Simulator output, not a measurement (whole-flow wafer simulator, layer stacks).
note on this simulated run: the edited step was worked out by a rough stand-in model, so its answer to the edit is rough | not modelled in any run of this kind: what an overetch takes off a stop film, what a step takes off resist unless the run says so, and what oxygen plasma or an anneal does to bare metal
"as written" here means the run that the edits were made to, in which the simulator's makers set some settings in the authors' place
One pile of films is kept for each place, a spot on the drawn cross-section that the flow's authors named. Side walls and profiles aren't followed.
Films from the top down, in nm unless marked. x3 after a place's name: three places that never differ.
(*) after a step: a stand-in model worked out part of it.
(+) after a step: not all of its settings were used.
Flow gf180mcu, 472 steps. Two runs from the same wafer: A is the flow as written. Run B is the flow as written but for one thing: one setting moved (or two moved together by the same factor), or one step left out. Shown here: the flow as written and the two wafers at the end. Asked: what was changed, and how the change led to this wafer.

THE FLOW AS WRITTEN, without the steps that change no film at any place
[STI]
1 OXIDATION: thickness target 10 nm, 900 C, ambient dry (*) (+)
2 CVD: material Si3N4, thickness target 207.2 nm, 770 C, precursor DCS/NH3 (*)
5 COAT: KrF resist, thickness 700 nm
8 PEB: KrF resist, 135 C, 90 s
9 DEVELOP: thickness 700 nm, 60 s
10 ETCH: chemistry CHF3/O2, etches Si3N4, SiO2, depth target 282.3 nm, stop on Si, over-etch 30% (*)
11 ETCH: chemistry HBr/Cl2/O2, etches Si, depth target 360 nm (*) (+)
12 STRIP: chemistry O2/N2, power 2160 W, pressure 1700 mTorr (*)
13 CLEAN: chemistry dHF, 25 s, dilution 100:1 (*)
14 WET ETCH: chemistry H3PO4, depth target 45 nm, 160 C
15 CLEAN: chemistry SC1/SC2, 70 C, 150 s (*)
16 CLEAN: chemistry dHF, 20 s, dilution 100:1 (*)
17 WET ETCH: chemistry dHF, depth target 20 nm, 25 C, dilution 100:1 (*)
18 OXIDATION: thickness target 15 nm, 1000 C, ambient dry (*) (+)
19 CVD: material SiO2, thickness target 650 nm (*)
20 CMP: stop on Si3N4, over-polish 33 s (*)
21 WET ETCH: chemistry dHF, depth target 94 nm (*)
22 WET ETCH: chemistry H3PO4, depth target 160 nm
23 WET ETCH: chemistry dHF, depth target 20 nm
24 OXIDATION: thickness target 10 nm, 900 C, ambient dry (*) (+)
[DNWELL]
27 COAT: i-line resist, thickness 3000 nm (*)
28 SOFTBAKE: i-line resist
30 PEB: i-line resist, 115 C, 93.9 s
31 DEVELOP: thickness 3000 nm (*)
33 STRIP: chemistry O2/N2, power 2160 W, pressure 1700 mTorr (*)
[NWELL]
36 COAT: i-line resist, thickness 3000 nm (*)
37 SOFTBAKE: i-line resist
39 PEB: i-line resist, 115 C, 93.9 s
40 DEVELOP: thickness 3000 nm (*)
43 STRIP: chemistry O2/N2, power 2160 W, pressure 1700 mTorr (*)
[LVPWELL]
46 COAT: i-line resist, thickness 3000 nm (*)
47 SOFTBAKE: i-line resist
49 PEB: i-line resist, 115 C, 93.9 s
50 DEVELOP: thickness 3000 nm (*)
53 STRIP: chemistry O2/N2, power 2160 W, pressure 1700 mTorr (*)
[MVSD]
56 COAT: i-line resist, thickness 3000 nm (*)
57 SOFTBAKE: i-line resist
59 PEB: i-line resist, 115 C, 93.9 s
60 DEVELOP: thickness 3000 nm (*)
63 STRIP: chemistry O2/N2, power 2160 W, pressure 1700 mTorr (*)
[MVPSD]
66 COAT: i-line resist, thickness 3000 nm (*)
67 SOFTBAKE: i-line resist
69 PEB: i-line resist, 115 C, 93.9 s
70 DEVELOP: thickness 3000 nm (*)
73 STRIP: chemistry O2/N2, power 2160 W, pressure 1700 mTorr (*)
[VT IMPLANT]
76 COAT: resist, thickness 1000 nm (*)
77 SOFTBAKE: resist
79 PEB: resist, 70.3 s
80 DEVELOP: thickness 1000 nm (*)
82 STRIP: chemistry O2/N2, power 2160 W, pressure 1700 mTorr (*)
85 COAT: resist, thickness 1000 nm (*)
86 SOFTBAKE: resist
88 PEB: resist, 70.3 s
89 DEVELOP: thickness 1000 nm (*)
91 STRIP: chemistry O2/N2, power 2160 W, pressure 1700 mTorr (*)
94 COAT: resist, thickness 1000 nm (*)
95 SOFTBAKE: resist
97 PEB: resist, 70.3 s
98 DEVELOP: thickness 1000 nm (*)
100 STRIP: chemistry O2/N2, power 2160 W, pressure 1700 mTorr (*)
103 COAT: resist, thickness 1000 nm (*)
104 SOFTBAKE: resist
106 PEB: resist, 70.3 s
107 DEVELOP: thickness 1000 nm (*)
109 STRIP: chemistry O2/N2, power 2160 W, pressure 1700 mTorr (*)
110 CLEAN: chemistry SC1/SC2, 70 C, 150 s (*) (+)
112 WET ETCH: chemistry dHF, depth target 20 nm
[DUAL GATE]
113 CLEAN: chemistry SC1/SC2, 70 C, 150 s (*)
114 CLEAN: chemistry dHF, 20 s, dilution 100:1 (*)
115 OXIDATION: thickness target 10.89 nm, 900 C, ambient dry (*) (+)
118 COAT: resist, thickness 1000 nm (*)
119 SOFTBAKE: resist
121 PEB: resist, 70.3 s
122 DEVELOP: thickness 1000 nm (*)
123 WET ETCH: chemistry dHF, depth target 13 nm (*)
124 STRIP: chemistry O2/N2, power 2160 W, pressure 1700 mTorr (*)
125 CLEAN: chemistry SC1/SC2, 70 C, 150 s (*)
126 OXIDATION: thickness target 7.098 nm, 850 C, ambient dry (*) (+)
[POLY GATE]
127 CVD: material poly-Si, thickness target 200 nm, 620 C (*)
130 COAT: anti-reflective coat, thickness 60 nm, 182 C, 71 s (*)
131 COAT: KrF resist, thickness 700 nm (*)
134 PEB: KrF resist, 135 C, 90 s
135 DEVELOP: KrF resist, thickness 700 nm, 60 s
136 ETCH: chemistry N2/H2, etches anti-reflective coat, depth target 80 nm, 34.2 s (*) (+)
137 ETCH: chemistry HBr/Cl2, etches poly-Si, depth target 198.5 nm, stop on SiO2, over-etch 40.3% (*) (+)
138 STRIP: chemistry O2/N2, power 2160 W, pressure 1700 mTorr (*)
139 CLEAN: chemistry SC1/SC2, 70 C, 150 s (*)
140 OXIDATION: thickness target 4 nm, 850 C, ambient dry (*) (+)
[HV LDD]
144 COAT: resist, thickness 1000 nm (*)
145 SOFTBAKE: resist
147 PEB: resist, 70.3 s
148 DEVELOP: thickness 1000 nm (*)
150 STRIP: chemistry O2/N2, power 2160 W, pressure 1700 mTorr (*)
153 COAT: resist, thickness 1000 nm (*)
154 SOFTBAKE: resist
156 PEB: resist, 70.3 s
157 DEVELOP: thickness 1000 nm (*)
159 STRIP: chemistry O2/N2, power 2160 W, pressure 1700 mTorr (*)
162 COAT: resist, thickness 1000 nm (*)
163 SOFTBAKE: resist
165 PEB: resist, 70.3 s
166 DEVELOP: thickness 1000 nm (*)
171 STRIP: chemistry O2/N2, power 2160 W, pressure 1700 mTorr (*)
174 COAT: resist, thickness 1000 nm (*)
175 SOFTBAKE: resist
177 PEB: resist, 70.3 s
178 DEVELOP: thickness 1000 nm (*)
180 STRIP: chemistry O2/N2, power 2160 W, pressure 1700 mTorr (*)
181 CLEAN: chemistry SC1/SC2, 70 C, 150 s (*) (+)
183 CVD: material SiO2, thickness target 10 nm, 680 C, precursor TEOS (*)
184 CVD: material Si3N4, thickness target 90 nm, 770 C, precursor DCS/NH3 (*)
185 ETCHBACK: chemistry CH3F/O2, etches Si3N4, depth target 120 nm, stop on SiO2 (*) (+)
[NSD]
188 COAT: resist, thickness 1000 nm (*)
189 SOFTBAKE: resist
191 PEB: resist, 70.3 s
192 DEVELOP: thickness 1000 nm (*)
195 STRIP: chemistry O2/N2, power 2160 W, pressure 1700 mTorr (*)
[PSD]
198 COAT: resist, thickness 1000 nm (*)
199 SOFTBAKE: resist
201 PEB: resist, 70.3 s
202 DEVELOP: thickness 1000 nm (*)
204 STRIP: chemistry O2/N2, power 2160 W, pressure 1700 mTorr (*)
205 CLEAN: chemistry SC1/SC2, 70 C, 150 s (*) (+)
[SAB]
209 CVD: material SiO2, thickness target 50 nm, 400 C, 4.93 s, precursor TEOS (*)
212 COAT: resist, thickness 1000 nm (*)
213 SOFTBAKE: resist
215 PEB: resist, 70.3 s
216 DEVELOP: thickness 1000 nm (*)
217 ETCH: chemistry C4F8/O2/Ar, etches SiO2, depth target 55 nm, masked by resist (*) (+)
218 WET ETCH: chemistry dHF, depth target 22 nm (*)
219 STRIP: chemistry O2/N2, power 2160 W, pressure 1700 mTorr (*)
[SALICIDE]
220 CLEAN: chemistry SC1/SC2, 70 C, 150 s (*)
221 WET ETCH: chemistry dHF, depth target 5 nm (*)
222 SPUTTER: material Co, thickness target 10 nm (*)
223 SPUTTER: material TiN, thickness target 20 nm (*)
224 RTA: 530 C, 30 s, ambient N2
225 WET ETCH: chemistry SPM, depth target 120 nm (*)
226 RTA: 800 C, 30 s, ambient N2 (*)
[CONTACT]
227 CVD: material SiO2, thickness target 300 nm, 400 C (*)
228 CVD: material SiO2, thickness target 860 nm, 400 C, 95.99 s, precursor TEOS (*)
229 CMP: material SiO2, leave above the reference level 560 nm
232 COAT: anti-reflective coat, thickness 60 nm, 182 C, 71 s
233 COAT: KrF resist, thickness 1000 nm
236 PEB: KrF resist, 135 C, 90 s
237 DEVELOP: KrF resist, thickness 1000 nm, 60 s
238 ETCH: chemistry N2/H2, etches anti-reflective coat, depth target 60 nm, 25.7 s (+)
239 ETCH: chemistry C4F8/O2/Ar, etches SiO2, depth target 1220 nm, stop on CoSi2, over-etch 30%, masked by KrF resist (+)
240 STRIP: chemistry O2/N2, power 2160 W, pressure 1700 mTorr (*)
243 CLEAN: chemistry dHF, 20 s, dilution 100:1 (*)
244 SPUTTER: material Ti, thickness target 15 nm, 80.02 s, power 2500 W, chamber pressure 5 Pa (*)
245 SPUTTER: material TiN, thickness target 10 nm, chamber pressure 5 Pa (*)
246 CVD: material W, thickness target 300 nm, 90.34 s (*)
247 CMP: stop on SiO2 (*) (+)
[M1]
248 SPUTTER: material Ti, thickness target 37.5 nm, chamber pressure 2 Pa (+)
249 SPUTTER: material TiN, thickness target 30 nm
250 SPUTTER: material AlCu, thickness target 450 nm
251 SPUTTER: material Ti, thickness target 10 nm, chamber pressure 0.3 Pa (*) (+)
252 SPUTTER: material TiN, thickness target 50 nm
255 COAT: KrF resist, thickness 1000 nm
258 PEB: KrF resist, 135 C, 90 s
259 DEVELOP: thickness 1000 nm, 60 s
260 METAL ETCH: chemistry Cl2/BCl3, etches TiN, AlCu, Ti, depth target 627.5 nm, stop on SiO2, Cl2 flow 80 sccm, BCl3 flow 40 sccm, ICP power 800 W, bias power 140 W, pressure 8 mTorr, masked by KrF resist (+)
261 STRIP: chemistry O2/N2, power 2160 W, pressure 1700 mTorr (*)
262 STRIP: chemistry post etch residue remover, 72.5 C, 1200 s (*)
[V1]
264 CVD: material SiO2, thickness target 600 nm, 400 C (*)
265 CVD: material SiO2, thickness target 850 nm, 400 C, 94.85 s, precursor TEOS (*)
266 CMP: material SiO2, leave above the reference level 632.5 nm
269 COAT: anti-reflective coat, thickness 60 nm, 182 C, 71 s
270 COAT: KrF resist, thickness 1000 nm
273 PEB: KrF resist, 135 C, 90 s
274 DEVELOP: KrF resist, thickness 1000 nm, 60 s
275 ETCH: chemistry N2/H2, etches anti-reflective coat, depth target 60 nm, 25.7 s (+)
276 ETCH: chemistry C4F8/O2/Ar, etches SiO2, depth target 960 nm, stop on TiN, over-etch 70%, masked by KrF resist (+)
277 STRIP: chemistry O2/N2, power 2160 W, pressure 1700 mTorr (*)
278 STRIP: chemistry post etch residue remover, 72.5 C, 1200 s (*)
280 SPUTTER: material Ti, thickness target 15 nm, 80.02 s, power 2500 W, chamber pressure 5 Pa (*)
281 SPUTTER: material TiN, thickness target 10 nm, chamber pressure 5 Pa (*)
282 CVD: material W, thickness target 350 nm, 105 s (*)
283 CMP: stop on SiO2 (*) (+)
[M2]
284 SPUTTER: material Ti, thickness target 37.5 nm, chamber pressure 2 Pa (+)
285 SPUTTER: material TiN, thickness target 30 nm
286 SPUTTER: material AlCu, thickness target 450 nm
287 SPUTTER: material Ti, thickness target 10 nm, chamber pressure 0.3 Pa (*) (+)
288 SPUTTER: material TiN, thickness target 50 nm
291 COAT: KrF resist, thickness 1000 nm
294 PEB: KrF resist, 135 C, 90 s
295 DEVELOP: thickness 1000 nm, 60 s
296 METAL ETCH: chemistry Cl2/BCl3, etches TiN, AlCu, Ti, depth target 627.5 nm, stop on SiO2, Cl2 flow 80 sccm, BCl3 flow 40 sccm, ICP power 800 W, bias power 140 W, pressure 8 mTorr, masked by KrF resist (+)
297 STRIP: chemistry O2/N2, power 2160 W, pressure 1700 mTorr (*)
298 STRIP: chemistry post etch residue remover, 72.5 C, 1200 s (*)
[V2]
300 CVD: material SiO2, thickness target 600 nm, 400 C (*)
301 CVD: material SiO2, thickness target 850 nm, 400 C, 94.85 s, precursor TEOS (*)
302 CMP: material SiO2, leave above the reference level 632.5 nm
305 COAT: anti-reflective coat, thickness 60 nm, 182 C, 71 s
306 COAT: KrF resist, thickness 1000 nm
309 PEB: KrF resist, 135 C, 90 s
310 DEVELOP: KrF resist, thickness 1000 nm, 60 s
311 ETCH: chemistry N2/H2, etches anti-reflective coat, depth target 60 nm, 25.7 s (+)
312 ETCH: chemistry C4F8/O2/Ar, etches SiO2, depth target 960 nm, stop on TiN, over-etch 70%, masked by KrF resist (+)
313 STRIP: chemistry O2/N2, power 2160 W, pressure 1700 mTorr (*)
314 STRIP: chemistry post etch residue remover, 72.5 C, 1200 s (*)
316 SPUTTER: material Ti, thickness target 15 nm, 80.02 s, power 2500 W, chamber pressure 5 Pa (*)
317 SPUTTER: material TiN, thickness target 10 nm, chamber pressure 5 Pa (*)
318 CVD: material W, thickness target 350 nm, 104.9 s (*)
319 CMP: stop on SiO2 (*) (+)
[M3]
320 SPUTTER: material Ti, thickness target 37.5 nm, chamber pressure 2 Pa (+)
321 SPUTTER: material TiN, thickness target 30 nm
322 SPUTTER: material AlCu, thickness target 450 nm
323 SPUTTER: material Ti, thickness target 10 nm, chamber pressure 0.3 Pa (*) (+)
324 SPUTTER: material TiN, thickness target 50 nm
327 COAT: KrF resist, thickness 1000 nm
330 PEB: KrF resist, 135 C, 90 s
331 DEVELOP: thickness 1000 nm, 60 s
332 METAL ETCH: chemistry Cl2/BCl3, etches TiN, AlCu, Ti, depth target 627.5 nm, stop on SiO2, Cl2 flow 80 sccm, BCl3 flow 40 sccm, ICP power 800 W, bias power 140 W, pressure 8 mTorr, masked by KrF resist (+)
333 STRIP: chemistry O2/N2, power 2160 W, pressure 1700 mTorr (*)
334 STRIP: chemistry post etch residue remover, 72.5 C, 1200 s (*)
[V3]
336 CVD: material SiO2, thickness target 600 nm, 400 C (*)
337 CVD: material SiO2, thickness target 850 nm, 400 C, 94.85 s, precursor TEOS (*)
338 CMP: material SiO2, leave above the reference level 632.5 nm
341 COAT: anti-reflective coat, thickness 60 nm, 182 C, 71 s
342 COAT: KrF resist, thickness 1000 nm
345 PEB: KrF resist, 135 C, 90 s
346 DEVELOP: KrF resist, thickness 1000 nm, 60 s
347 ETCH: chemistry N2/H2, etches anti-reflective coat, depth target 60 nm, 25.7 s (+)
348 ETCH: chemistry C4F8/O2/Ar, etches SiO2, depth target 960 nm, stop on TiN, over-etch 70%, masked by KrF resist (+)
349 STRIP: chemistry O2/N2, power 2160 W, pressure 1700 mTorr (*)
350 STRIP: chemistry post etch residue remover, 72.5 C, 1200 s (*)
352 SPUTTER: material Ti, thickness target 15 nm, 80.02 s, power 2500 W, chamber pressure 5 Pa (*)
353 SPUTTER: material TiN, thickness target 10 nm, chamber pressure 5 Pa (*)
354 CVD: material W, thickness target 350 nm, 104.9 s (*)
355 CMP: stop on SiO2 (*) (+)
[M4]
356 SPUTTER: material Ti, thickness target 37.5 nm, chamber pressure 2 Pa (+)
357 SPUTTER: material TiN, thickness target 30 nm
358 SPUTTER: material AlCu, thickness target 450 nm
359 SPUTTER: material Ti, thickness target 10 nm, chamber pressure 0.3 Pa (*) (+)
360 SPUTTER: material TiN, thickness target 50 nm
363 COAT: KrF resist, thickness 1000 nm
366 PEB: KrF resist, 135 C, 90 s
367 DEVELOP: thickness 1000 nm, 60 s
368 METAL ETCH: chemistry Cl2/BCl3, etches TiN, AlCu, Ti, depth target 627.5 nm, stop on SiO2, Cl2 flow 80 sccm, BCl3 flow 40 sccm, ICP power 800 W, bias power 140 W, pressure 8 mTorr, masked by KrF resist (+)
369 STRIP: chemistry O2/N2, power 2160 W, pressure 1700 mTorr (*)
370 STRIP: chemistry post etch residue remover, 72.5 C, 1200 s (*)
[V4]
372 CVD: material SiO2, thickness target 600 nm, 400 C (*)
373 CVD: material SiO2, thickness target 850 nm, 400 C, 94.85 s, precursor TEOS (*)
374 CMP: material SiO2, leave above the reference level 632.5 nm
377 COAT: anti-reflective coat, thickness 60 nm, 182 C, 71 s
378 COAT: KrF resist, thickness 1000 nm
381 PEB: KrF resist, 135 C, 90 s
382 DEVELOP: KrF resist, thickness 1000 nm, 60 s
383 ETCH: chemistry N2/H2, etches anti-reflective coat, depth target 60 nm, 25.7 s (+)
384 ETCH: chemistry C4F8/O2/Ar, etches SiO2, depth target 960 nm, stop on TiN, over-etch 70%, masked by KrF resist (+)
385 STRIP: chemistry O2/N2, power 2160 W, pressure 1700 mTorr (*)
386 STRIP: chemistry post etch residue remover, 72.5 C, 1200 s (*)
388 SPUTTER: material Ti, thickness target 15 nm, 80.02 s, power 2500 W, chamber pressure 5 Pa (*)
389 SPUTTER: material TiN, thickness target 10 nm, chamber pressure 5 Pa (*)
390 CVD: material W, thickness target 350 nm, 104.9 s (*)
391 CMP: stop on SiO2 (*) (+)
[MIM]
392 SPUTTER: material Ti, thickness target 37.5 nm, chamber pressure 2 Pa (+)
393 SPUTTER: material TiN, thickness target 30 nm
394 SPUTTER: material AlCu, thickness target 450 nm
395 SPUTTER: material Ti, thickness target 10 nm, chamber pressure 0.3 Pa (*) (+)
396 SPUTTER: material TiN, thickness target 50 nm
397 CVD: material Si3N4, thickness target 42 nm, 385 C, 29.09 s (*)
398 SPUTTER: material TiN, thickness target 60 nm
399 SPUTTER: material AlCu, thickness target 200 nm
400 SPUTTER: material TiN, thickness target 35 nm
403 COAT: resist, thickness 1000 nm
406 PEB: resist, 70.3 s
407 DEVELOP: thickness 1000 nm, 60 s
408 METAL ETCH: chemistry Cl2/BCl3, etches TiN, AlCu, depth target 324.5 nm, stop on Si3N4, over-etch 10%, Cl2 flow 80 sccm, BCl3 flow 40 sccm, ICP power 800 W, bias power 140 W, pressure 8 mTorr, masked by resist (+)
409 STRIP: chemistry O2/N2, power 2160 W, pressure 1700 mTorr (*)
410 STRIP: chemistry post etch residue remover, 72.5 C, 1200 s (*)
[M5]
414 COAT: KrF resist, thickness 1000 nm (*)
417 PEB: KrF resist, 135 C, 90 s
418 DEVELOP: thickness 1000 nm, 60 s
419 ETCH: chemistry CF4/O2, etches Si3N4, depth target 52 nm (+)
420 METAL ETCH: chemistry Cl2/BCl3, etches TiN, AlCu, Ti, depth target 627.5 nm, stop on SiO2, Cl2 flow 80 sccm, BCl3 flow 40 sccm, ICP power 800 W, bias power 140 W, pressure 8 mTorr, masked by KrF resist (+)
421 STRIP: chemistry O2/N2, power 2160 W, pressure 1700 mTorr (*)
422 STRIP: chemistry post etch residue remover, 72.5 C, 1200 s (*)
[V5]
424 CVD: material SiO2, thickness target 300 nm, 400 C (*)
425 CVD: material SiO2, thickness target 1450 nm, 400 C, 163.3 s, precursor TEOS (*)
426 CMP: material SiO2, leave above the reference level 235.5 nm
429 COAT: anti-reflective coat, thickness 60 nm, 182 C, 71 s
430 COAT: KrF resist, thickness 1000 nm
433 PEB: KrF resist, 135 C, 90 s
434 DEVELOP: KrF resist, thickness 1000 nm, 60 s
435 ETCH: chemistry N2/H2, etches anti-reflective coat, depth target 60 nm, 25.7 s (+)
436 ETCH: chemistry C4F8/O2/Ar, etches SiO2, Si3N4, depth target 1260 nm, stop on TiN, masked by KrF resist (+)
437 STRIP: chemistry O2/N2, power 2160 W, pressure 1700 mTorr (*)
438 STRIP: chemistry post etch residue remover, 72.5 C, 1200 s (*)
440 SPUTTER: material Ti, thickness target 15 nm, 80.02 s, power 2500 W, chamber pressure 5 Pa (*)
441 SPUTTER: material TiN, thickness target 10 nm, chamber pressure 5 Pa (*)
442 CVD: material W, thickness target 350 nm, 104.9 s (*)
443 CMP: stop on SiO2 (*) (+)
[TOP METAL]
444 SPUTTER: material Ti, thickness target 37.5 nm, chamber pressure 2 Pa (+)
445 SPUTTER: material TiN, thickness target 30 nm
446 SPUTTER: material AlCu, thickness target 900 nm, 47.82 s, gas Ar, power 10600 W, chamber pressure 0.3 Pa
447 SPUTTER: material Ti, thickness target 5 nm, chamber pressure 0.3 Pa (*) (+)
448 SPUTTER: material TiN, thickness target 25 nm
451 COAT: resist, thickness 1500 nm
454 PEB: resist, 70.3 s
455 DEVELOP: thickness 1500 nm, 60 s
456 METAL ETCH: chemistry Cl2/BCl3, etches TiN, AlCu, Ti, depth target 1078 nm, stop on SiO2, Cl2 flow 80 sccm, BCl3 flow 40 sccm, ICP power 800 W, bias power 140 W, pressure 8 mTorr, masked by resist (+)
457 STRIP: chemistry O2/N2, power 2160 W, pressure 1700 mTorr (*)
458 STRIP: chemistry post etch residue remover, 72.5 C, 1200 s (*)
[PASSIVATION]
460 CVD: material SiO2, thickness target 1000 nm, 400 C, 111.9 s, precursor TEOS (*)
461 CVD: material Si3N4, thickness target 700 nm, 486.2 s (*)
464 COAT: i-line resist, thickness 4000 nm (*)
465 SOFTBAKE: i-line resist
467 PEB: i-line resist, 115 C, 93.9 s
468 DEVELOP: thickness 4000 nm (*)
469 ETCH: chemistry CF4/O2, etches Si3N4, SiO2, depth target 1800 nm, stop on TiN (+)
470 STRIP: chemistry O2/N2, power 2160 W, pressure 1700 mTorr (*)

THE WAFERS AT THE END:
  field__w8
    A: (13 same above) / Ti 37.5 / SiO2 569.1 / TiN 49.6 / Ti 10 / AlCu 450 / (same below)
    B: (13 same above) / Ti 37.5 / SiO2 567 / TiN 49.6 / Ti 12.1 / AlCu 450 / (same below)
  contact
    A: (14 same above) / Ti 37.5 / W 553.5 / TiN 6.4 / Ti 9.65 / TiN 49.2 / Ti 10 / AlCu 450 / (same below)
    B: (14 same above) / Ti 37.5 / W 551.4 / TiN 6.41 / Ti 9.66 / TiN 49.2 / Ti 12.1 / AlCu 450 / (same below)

The cause: step 359, SPUTTER: thickness target 12.1 nm was run, where the flow has thickness target 10 nm.
It can be read off the wafer: field__w8 has Ti 12.1, and step 359 as written asks for 10 nm.

How the change led to this, step by step:
  359 SPUTTER: material Ti, thickness target 10 nm, chamber pressure 0.3 Pa (*) (+)
      field, field__w1, field__w2 and 108 more: A Ti +10 (new film) | B Ti +12.1 (new film)
  368 METAL ETCH: chemistry Cl2/BCl3, etches TiN, AlCu, Ti, depth target 627.5 nm, stop on SiO2, Cl2 flow 80 sccm, BCl3 flow 40 sccm, ICP power 800 W, bias power 140 W, pressure 8 mTorr, masked by KrF resist (+)
      field, field__w1, field__w2 and 103 more: A TiN -50 (all of it), Ti -10 (all of it), AlCu -450 (all of it), TiN -30 (all of it), Ti -37.5 (all of it) | B TiN -50 (all of it), Ti -12.1 (all of it), AlCu -450 (all of it), TiN -30 (all of it), Ti -37.5 (all of it)
